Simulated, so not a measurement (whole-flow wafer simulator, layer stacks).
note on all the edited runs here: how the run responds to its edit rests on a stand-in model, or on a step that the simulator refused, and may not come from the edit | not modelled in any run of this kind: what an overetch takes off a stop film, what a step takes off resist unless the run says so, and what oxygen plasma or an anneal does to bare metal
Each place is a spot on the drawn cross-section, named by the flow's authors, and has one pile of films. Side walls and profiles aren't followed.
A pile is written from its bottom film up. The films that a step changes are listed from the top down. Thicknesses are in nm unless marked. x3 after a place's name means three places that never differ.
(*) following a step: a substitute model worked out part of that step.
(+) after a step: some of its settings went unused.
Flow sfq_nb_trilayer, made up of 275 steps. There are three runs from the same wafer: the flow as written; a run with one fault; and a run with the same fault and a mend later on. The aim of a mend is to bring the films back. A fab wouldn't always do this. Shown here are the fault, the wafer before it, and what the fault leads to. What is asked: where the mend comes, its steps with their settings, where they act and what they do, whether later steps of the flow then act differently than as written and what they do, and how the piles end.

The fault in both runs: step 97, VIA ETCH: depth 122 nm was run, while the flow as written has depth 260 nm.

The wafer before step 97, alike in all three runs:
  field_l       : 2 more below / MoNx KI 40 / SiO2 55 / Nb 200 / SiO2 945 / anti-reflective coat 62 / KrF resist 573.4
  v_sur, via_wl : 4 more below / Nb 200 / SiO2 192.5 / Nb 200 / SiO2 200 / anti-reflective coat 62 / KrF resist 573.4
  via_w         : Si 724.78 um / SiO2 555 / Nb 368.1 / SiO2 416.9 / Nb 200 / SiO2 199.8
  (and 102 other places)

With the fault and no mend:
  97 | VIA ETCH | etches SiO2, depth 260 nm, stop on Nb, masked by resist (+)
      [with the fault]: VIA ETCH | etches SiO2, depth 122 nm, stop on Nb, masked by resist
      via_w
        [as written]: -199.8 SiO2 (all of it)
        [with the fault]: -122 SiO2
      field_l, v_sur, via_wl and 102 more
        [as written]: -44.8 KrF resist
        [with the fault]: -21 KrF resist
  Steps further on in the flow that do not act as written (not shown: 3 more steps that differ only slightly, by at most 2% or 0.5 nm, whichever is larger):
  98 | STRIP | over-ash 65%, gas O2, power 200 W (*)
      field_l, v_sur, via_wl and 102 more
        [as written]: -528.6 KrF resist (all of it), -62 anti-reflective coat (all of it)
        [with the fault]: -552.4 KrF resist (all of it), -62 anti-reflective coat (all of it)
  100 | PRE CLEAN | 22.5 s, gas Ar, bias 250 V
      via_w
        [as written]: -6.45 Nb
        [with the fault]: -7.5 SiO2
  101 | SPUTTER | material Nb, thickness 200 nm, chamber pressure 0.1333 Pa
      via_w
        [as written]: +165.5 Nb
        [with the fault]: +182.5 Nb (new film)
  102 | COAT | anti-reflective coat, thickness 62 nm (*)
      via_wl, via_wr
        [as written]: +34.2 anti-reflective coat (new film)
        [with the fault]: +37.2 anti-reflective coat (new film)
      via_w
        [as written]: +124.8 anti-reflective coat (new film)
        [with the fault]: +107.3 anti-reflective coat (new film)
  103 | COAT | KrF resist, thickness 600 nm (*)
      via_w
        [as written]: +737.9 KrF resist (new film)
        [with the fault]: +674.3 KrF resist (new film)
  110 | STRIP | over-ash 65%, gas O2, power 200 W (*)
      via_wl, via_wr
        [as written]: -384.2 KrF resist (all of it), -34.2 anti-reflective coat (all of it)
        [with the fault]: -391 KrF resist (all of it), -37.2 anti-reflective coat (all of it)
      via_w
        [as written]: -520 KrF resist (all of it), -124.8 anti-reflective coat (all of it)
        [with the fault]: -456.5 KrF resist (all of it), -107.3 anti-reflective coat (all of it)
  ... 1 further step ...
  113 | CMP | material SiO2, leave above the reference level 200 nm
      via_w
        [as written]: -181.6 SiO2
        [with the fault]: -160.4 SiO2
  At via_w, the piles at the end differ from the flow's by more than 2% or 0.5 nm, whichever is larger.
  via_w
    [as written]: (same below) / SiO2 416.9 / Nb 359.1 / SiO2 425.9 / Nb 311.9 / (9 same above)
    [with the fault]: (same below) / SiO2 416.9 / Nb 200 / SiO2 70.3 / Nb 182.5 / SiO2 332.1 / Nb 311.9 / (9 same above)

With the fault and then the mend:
  After step 98 comes the mend.
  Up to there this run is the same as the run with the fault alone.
  98a | COAT | anti-reflective coat, thickness 62 nm (*) (a further turn of the flow's step 90)
      p4_fl x3, p4_w1 x9, p4_g1 x2 and 63 more
        +62 anti-reflective coat (new film)
      gap, jj_sur, ce_l and 16 more
        +61.9 anti-reflective coat (new film)
      field_l, via_v
        +61.6 anti-reflective coat (new film)
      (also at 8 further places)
  98b | COAT | KrF resist, thickness 650 nm (*) (a further turn of the flow's step 91)
      p4_fl x3, p4_w1 x9, p4_g1 x2 and 63 more
        +650 KrF resist (new film)
      field_r, lsp_l, ln_m5, lsp_m, ln_m6, lsp_r, l0_sur, l0v
        +649.7 KrF resist (new film)
      r_sur, res, r_end, moat
        +649.6 KrF resist (new film)
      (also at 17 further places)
  98c | SOFTBAKE | KrF resist (a further turn of the flow's step 92)
      alters no film at any place that is followed
  98d | EXPOSE | photomask I2, dose 11.91 mJ/cm2, NA 0.6, wavelength 248 nm (*) (a further turn of the flow's step 93)
      alters no film at any place that is followed
  98e | PEB | KrF resist, 90 s (a further turn of the flow's step 94)
      be_sur, gap, jj_sur and 94 more
        -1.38 KrF resist
      v_sur, via_v, wire, be
        -1.37 KrF resist
      field_l, via_sp
        -1.36 KrF resist
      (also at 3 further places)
  98f | DEVELOP | KrF resist, thickness 650 nm, 60 s (a further turn of the flow's step 95)
      field_l, v_sur, via_wl and 102 more
        -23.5 KrF resist
      via_w
        -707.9 KrF resist (all of it)
  98g | VIA ETCH | etches anti-reflective coat, depth 125 nm, masked by resist (+) (a further turn of the flow's step 96)
      field_l, v_sur, via_wl and 102 more
        -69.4 KrF resist
      via_w
        -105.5 anti-reflective coat (all of it), -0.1 SiO2
  98h | VIA ETCH | etches SiO2, depth 138 nm, stop on Nb, masked by resist (+) (a further turn of the flow's step 97, with different settings)
      field_l, v_sur, via_wl and 102 more
        -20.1 KrF resist
      via_w
        -77.7 SiO2 (all of it)
  98i | STRIP | over-ash 65%, gas O2, power 200 W (*) (a further turn of the flow's step 98)
      p4_fl x3, p4_w1 x9, p4_g1 x2 and 63 more
        -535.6 KrF resist (all of it), -62 anti-reflective coat (all of it)
      res, r_end, moat and 6 more
        -535.2 KrF resist (all of it), -61.9 anti-reflective coat (all of it)
      c5j, ce_r, sp_r
        -535 KrF resist (all of it), -61.9 anti-reflective coat (all of it)
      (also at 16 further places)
  None of the later steps of the flow acts differently than as written at any place that is followed.
  By the end, the piles equal the flow's at every place that both follow.
